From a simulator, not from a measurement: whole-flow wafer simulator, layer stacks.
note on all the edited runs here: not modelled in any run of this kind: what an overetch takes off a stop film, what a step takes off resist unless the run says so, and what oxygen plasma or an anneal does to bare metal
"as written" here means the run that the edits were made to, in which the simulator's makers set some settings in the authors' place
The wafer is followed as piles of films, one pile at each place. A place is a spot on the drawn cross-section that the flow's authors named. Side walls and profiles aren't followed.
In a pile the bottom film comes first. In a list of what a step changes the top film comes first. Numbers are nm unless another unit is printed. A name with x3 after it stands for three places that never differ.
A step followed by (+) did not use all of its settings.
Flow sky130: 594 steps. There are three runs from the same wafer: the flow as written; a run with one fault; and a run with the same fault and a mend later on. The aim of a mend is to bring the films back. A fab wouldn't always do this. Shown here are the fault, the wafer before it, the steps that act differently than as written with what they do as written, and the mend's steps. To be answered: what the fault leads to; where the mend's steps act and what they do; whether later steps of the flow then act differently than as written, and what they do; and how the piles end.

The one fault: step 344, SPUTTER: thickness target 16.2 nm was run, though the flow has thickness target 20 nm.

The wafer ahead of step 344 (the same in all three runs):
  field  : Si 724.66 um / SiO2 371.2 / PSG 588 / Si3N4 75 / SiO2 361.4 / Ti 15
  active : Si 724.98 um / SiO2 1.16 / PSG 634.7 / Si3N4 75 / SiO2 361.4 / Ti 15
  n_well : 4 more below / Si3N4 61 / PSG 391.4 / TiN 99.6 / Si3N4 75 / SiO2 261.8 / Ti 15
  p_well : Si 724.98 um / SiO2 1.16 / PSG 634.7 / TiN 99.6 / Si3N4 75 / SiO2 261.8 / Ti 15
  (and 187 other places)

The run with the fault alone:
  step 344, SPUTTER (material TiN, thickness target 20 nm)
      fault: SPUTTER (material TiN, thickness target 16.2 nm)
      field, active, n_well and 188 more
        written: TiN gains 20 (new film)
        fault: TiN gains 16.2 (new film)
  Steps later in the flow that act otherwise than as written (16 other steps are not shown; they differ only slightly, by no more than 2% or 0.5 nm, whichever is larger):
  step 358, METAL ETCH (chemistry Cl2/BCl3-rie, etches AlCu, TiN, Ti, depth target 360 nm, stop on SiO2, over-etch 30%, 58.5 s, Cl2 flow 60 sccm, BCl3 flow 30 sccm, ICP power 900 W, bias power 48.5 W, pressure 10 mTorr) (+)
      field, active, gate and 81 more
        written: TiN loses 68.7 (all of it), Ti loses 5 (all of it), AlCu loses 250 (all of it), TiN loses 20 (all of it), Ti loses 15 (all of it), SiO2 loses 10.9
        fault: TiN loses 68.7 (all of it), Ti loses 5 (all of it), AlCu loses 250 (all of it), TiN loses 16.2 (all of it), Ti loses 15 (all of it), SiO2 loses 11.3
  By the end, the piles at n_well, p_well, gate_hv and 104 more depart from the flow's by more than 2% or 0.5 nm, whichever is larger.
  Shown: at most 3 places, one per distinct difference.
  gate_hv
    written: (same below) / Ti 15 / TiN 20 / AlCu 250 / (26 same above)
    fault: (same below) / Ti 15 / TiN 16.2 / AlCu 250 / (26 same above)
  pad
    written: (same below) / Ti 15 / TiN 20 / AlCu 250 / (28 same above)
    fault: (same below) / Ti 15 / TiN 16.2 / AlCu 250 / (28 same above)
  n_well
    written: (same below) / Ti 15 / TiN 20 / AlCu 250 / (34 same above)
    fault: (same below) / Ti 15 / TiN 16.2 / AlCu 250 / (34 same above)

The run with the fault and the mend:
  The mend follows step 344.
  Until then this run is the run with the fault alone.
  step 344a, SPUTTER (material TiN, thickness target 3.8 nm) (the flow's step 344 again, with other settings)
      field, active, n_well and 188 more
        TiN gains 3.8
  None of the later steps of the flow acts differently than as written at any place that is followed.
  The piles end the same as the flow's at every place that both follow.
